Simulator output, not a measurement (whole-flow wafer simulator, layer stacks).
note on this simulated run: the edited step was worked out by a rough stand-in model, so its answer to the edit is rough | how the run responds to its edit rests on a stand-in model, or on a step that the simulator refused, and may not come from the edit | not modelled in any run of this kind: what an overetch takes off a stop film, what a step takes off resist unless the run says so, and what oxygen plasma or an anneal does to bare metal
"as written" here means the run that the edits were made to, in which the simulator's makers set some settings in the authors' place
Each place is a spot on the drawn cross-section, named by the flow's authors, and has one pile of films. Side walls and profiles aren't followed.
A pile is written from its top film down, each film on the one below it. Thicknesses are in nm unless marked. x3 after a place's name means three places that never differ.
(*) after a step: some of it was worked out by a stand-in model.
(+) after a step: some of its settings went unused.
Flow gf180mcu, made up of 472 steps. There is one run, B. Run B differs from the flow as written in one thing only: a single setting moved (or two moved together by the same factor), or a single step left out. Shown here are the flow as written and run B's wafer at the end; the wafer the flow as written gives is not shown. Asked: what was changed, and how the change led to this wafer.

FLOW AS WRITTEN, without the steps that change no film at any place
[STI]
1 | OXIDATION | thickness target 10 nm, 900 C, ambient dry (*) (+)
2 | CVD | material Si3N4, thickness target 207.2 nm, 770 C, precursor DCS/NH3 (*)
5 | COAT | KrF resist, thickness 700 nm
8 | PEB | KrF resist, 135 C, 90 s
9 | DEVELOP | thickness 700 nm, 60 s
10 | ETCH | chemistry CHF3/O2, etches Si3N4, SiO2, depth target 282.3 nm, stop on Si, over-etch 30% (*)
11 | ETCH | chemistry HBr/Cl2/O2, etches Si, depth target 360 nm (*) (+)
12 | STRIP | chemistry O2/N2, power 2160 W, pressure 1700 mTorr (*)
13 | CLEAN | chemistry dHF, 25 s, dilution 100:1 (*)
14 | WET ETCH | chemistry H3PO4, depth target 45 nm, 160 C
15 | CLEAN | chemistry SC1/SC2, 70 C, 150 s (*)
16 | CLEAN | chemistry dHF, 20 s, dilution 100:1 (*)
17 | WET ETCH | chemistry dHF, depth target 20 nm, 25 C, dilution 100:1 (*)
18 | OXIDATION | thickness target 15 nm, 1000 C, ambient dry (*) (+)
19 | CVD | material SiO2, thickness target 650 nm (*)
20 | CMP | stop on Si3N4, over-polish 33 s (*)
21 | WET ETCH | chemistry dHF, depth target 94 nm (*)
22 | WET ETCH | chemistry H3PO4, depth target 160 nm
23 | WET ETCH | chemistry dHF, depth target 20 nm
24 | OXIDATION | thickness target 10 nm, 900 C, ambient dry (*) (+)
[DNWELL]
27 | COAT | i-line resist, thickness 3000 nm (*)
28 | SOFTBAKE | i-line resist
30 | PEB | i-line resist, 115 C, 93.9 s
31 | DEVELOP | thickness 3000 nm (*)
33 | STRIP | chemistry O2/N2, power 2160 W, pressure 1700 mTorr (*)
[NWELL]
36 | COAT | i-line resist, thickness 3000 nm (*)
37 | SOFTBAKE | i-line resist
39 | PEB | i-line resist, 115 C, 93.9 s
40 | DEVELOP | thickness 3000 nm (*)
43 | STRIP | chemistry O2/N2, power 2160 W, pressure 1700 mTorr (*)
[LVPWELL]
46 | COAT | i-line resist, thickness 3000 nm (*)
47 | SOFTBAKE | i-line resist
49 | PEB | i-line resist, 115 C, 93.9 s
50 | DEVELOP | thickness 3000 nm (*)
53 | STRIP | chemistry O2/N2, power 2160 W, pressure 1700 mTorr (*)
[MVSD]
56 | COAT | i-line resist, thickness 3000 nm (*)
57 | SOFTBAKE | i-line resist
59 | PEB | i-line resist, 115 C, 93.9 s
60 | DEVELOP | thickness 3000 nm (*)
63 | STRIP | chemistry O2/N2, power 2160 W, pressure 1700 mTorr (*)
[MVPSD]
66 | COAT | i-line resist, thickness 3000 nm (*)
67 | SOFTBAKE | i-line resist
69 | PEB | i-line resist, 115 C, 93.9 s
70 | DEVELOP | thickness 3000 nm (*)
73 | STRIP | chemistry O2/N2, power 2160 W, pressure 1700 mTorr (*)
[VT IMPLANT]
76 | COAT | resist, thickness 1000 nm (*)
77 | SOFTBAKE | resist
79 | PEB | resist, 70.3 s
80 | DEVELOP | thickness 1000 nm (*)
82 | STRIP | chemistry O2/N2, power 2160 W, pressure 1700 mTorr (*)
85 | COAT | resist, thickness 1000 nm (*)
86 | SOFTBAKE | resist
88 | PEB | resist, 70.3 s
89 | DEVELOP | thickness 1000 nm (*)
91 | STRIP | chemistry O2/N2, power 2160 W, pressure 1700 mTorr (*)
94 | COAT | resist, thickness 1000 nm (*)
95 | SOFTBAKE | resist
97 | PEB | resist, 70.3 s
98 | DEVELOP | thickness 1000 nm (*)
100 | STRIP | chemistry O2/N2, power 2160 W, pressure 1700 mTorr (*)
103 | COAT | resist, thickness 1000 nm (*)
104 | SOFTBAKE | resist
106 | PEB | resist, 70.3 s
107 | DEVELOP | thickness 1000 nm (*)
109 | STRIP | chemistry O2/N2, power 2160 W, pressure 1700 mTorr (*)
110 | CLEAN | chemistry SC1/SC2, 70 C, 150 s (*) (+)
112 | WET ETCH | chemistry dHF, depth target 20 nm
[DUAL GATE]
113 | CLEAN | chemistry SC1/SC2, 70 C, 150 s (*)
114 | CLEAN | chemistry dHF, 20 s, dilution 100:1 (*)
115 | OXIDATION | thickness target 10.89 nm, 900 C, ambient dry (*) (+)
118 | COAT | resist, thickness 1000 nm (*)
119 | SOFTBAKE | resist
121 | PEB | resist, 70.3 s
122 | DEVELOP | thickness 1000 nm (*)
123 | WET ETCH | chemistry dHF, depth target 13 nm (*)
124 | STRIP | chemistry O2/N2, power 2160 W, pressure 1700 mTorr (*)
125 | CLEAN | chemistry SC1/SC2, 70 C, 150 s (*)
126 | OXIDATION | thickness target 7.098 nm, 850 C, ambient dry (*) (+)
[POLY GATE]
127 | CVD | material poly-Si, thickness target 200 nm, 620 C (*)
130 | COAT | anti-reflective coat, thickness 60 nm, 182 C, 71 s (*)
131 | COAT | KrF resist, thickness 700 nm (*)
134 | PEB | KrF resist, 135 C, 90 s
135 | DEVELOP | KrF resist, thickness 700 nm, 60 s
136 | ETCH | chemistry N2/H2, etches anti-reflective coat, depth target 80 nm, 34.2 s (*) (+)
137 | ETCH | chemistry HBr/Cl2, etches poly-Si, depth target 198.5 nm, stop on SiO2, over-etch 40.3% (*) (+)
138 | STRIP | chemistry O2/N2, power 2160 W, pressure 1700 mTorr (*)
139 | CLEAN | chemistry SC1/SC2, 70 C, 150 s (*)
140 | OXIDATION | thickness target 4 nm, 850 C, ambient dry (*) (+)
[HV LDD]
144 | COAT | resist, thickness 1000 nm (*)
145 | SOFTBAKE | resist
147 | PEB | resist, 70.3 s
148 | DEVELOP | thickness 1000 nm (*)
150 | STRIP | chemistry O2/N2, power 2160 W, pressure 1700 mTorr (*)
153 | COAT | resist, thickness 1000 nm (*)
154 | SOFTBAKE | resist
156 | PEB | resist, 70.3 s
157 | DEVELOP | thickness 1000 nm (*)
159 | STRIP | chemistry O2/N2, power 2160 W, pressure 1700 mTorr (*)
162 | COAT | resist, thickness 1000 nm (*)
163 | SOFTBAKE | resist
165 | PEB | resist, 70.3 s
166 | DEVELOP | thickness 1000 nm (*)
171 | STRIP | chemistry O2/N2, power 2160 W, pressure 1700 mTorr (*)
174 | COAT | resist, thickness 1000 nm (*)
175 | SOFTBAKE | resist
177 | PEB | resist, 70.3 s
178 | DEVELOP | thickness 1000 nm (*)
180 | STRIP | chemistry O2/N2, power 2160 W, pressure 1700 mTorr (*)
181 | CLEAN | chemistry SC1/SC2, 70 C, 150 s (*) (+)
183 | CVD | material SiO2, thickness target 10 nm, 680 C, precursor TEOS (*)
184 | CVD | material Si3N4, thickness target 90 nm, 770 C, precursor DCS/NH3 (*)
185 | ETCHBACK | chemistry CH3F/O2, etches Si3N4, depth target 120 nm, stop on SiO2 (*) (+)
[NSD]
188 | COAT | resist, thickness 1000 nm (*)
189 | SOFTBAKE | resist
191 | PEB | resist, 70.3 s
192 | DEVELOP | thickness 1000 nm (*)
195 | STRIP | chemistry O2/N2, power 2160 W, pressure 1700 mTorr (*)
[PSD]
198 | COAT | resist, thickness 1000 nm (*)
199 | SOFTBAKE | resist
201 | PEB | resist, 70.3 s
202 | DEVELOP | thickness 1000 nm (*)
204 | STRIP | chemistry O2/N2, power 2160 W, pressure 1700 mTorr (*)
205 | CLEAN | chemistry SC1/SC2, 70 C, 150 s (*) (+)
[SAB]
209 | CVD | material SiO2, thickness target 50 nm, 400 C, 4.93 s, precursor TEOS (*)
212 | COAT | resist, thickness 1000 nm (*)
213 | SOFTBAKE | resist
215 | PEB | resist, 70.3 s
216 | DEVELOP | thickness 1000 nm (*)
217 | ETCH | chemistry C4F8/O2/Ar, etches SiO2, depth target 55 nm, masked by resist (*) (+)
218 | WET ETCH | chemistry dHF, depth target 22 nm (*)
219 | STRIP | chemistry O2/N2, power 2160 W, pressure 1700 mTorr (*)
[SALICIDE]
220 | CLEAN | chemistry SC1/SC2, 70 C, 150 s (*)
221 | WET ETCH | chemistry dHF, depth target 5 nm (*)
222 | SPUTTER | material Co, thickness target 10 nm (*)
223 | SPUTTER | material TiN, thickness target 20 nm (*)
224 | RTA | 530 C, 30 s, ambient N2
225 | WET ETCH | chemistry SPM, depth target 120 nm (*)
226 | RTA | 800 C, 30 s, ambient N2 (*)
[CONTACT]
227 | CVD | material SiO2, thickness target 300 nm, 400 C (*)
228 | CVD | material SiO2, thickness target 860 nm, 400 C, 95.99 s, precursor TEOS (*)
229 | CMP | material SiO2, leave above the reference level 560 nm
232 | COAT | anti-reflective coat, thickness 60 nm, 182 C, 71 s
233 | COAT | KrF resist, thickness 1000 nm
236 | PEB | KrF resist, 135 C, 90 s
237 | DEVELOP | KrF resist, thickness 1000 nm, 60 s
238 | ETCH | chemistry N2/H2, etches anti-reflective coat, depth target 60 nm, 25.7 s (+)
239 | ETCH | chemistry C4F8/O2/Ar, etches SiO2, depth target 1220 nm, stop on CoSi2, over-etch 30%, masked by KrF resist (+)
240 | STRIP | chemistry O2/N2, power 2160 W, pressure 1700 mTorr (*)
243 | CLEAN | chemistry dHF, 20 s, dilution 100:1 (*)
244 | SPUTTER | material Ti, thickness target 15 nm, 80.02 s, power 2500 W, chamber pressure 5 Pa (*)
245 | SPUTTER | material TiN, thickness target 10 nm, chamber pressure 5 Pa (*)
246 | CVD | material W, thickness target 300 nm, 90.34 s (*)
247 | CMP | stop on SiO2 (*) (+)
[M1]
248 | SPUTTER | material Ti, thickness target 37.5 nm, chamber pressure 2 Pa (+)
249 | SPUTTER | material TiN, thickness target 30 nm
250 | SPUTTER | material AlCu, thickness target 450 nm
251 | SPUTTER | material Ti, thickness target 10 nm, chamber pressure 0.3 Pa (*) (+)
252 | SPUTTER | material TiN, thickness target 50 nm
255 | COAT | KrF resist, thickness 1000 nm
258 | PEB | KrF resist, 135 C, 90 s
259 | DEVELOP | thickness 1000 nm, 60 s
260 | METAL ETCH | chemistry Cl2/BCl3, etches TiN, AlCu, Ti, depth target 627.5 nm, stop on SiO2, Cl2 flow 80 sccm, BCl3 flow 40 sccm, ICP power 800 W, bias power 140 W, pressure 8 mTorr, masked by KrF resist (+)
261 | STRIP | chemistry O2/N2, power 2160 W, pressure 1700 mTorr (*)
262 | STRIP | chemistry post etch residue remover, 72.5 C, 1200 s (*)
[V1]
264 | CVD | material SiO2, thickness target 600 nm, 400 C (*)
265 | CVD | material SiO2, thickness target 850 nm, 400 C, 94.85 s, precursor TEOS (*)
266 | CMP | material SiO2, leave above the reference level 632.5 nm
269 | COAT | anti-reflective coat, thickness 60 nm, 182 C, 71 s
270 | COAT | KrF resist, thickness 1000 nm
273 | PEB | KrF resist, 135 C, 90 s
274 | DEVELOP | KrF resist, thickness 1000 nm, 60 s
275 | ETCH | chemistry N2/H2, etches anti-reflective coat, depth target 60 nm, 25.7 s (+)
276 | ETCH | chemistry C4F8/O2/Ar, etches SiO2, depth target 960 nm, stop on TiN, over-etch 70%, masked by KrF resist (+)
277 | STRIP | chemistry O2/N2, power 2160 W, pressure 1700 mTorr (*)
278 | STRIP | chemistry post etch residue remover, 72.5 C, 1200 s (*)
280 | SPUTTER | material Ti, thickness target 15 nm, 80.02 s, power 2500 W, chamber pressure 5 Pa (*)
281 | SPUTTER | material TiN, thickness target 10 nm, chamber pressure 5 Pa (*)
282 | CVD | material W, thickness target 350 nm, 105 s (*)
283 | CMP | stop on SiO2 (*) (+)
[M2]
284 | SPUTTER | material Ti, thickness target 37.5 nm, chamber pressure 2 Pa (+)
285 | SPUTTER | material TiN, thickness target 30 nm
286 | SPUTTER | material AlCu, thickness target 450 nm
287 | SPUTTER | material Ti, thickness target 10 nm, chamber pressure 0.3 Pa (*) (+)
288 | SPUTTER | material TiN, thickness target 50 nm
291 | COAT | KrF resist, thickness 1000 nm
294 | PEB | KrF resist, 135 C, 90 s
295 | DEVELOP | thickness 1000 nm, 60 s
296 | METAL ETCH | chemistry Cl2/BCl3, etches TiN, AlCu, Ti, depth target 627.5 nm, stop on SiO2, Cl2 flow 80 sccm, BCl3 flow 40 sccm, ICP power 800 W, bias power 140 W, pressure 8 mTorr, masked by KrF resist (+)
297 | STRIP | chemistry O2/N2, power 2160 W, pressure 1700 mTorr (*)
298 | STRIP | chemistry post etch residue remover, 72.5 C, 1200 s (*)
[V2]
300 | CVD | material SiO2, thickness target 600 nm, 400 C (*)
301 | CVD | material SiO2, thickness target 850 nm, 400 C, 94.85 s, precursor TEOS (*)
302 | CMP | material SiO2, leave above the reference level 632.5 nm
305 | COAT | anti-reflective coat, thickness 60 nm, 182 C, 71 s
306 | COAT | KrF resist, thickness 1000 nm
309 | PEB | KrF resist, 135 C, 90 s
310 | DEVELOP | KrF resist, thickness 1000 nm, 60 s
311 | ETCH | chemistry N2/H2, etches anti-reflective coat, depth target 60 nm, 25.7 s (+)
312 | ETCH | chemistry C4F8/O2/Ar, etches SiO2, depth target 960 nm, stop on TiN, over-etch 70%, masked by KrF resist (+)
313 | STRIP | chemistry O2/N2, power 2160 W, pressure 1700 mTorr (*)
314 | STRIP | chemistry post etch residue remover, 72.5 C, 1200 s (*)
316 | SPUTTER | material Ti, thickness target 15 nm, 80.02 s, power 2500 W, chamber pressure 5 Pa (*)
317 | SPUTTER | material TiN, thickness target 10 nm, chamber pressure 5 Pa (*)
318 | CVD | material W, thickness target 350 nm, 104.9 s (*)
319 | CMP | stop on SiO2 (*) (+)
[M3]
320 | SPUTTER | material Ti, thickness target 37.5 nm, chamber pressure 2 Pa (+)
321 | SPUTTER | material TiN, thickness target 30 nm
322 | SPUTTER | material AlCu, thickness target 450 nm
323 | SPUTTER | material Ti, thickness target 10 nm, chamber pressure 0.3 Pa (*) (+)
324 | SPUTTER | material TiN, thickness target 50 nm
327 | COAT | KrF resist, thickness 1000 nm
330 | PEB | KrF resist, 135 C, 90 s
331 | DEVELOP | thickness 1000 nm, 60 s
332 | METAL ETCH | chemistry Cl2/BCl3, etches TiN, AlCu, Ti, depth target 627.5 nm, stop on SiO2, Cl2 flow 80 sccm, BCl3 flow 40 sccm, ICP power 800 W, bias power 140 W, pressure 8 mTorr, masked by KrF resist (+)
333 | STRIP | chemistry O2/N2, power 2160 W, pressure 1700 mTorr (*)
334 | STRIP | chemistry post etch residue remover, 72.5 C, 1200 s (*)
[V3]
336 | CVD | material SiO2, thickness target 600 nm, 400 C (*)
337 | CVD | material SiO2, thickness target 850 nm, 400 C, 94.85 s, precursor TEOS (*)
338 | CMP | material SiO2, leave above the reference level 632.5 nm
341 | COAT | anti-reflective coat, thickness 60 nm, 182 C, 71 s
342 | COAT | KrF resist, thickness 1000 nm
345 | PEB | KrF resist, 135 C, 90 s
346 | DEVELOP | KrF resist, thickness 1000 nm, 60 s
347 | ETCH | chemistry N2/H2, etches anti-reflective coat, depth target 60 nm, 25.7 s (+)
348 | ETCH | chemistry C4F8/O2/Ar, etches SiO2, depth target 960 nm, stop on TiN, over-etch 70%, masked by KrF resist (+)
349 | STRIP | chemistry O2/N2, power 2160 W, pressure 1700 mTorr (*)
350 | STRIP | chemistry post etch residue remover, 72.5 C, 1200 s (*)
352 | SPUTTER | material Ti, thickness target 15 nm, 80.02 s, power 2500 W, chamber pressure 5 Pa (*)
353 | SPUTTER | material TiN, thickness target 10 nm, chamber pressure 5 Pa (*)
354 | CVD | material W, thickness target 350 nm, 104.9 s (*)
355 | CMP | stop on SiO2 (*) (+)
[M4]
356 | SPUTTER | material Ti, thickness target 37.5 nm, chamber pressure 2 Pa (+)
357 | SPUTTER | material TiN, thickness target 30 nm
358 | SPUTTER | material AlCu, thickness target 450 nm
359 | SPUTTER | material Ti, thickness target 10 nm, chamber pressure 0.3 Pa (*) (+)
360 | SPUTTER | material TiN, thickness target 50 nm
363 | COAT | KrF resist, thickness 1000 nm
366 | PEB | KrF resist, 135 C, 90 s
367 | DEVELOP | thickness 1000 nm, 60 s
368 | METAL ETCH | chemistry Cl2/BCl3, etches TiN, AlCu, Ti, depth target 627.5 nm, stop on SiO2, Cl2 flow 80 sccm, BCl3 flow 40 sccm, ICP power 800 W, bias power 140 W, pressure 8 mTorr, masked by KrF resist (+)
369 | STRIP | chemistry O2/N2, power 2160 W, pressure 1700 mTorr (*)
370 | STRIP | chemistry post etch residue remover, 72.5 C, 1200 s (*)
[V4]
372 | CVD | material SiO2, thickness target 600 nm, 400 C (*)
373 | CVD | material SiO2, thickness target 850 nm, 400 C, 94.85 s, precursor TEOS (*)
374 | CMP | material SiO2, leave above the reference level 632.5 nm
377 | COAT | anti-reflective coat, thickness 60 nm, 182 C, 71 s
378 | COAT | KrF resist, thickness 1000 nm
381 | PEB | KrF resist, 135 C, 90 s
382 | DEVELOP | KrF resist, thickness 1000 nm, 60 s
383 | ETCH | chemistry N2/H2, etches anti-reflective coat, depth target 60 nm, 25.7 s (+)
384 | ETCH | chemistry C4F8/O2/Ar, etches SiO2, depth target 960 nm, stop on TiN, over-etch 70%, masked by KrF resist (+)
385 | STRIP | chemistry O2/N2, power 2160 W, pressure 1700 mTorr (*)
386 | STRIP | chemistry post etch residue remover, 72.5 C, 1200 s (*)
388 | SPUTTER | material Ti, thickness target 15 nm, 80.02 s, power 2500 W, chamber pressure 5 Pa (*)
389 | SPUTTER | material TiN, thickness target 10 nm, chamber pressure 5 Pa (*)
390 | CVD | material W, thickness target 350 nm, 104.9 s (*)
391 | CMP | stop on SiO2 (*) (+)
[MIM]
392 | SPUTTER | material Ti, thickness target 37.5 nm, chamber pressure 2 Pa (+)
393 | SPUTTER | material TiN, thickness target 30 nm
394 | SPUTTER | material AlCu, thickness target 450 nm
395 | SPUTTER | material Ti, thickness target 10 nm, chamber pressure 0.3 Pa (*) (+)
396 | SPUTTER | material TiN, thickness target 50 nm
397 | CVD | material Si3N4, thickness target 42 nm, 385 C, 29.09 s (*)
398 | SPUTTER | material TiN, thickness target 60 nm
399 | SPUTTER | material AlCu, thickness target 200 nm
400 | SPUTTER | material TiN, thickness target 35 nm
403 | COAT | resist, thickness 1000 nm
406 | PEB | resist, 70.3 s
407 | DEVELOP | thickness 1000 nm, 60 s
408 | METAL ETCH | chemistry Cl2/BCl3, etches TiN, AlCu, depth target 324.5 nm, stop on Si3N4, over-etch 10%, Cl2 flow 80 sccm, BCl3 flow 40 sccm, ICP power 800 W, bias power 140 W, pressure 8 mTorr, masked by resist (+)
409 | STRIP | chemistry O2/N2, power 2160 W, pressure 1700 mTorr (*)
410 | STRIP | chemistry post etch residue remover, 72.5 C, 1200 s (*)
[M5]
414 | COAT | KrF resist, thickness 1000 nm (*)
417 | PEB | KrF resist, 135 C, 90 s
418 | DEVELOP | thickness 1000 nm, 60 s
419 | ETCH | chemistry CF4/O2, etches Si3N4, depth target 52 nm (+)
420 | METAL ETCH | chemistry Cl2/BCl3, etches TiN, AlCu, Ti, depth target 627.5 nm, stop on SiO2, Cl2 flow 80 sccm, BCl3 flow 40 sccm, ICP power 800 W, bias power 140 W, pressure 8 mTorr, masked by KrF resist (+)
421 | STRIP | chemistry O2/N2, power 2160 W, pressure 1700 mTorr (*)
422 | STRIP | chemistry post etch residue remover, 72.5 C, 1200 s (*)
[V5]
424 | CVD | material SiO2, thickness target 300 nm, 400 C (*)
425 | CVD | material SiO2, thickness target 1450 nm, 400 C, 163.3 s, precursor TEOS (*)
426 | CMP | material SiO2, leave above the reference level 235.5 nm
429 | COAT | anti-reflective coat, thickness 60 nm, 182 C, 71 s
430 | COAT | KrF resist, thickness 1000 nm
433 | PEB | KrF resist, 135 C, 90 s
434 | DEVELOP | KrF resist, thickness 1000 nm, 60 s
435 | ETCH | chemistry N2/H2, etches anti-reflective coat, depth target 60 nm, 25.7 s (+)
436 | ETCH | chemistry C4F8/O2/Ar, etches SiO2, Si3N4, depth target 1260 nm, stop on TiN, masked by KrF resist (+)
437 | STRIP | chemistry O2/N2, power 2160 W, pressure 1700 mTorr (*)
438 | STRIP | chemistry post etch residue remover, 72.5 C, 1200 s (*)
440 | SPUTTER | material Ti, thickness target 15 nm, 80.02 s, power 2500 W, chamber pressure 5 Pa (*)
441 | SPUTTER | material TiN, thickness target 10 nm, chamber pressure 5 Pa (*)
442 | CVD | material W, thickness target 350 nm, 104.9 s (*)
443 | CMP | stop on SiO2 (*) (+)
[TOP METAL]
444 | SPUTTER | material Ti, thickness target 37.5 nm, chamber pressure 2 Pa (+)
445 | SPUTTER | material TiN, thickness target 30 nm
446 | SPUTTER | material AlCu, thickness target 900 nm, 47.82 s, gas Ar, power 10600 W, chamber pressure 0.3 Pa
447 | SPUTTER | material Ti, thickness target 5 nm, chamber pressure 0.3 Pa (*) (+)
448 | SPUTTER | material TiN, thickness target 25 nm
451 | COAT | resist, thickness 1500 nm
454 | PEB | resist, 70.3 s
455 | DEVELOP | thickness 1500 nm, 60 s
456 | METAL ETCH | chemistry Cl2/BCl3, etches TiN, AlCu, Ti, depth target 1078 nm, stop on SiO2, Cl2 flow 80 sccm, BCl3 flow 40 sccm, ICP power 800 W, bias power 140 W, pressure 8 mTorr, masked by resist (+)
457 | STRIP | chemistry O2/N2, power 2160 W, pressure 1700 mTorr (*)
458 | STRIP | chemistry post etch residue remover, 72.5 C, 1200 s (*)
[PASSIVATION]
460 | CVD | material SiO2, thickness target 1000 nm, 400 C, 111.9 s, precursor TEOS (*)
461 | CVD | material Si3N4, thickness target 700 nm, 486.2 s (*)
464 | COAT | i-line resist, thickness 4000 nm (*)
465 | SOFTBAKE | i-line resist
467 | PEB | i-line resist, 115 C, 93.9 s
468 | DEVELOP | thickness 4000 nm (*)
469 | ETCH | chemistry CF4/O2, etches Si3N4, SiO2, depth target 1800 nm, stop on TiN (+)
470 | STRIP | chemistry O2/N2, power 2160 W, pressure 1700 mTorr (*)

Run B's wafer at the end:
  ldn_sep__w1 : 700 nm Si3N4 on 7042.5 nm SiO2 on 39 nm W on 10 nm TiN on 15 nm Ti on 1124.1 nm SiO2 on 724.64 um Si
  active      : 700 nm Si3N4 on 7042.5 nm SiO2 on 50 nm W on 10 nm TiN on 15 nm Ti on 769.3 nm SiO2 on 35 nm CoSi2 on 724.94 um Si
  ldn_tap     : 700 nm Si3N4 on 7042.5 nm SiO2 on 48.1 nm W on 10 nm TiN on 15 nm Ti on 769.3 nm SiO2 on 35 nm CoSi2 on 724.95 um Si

Cause: step 228, CVD: thickness target 464 nm was run, while the flow as written has thickness target 860 nm; step 228, CVD: 51.84 s was run, where the flow has 95.99 s.

How this came from the change, step by step:
  228 | CVD | material SiO2, thickness target 860 nm, 400 C, 95.99 s, precursor TEOS (*)
      field, field__w7, field__w8 and 70 more: SiO2 gains 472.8 (as written it would have been: SiO2 gains 860)
      field__w3, field__w12: SiO2 gains 447.5 (as written it would have been: SiO2 gains 807.3)
      (as well as at 36 more places)
  229 | CMP | material SiO2, leave above the reference level 560 nm
      ldn_sep__w1, ldn_sep__w2, ldn_dft and 8 more: nothing (as written it would have been: SiO2 loses 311)
      active, p_well, sd_n, iso_ptap_pw, iso_ntap_nw, iso_ptap_sub, vpnp_e: nothing (as written it would have been: SiO2 loses 299.9)
      (as well as at 93 more places)
  232 | COAT | anti-reflective coat, thickness 60 nm, 182 C, 71 s
      sti, mim_1p0, pad, dice_street: anti-reflective coat gains 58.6 (new film) (as written it would have been: anti-reflective coat gains 60 (new film))
      p_well, sd_n: anti-reflective coat gains 55.5 (new film) (as written it would have been: anti-reflective coat gains 60 (new film))
      (as well as at 99 more places)
  233 | COAT | KrF resist, thickness 1000 nm
      p_well, sti, sd_n, mim_1p0, pad, dice_street: KrF resist gains 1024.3 (new film) (as written it would have been: KrF resist gains 1000 (new film))
      gate_p, nw_enc_fld_lv__w3: KrF resist gains 978.9 (new film) (as written it would have been: KrF resist gains 1000 (new film))
      (as well as at 40 more places)
  237 | DEVELOP | KrF resist, thickness 1000 nm, 60 s
      contact: KrF resist loses 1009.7 (all of it) (as written it would have been: KrF resist loses 989.5 (all of it))
      polyc_n: KrF resist loses 947.6 (all of it) (as written it would have been: KrF resist loses 989.5 (all of it))
      (as well as at 1 more place)
  238 | ETCH | chemistry N2/H2, etches anti-reflective coat, depth target 60 nm, 25.7 s (+)
      contact: anti-reflective coat loses 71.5 (all of it), SiO2 loses 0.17 (as written it would have been: anti-reflective coat loses 60 (all of it), SiO2 loses 0.46)
      polyc_n: anti-reflective coat loses 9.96 (all of it), SiO2 loses 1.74 (as written it would have been: anti-reflective coat loses 60 (all of it), SiO2 loses 0.46)
      (as well as at 1 more place)
  239 | ETCH | chemistry C4F8/O2/Ar, etches SiO2, depth target 1220 nm, stop on CoSi2, over-etch 30%, masked by KrF resist (+)
      field, field__w1, field__w2 and 105 more: KrF resist loses 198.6 (as written it would have been: KrF resist loses 223.5)
      contact: SiO2 loses 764 (all of it) (as written it would have been: SiO2 loses 859.5 (all of it))
  240 | STRIP | chemistry O2/N2, power 2160 W, pressure 1700 mTorr (*)
      sti, mim_1p0, pad, dice_street: KrF resist loses 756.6 (all of it), anti-reflective coat loses 58.6 (all of it) (as written it would have been: KrF resist loses 707.7 (all of it), anti-reflective coat loses 60 (all of it))
      p_well, sd_n: KrF resist loses 756.6 (all of it), anti-reflective coat loses 55.5 (all of it) (as written it would have been: KrF resist loses 707.7 (all of it), anti-reflective coat loses 60 (all of it))
      (as well as at 102 more places)
  244 | SPUTTER | material Ti, thickness target 15 nm, 80.02 s, power 2500 W, chamber pressure 5 Pa (*)
      field__w3: Ti gains 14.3 (new film) (as written it would have been: Ti gains 15 (new film))
      field__w12: Ti gains 13.9 (new film) (as written it would have been: Ti gains 15 (new film))
      (as well as at 3 more places)
  245 | SPUTTER | material TiN, thickness target 10 nm, chamber pressure 5 Pa (*)
      field__w12: TiN gains 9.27 (new film) (as written it would have been: TiN gains 10 (new film))
      ld_drift_n: TiN gains 9.36 (new film) (as written it would have been: TiN gains 10 (new film))
      (as well as at 1 more place)
  246 | CVD | material W, thickness target 300 nm, 90.34 s (*)
      contact: W gains 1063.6 (new film) (as written it would have been: W gains 1167.5 (new film))
  247 | CMP | stop on SiO2 (*) (+)
      gate, gate_hv, spacer and 24 more: W loses 300 (all of it), TiN loses 10 (all of it), Ti loses 15 (all of it) (as written it would have been: W loses 300 (all of it), TiN loses 10 (all of it), Ti loses 15 (all of it), SiO2 loses 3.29)
      ldn_sep__w1, ldn_sep__w2, ldn_dft and 8 more: W loses 248.8 (as written it would have been: W loses 300 (all of it), TiN loses 10 (all of it), Ti loses 15 (all of it), SiO2 loses 3.29)
      (as well as at 71 more places)
  260 | METAL ETCH | chemistry Cl2/BCl3, etches TiN, AlCu, Ti, depth target 627.5 nm, stop on SiO2, Cl2 flow 80 sccm, BCl3 flow 40 sccm, ICP power 800 W, bias power 140 W, pressure 8 mTorr, masked by KrF resist (+)
      field, field__w1, field__w2 and 73 more: TiN loses 50 (all of it), Ti loses 10 (all of it), AlCu loses 450 (all of it), TiN loses 30 (all of it), Ti loses 37.5 (all of it), W loses 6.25 (as written it would have been: TiN loses 50 (all of it), Ti loses 10 (all of it), AlCu loses 450 (all of it), TiN loses 30 (all of it), Ti loses 37.5 (all of it))
      sti_nw: TiN loses 50 (all of it), Ti loses 10 (all of it), AlCu loses 450 (all of it), TiN loses 30 (all of it), Ti loses 37.5 (all of it), W loses 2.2 (all of it), TiN loses 10 (all of it), Ti loses 15 (all of it), SiO2 loses 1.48 (as written it would have been: TiN loses 50 (all of it), Ti loses 10 (all of it), AlCu loses 450 (all of it), TiN loses 30 (all of it), Ti loses 37.5 (all of it))
  262 | STRIP | chemistry post etch residue remover, 72.5 C, 1200 s (*)
      field, field__w1, field__w2 and 71 more: W loses 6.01 (as written it would have been: nothing)
      field__w5: W loses 4.01 (all of it), TiN loses 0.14 (as written it would have been: nothing)
      (as well as at 1 more place)
  264 | CVD | material SiO2, thickness target 600 nm, 400 C (*)
      field, field__w1, field__w2 and 73 more: SiO2 gains 600 (new film) (as written it would have been: SiO2 gains 600)
  266 | CMP | material SiO2, leave above the reference level 632.5 nm
      field, field__w1, field__w2 and 71 more: SiO2 loses 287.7 (as written it would have been: SiO2 loses 300)
      field__w5: SiO2 loses 289.6 (as written it would have been: SiO2 loses 300)
      (as well as at 2 more places)
Taking metal films that touch as one body, ldn_sep__w1 has 1 body; the flow as written gives 0 bodies.
Taking metal films that touch as one body, active has 2 bodies (between them, from the top down: SiO2 769.3); the flow as written gives 1 body.
Taking metal films that touch as one body, ldn_tap has 2 bodies (between them, from the top down: SiO2 769.3); the flow as written gives 1 body.
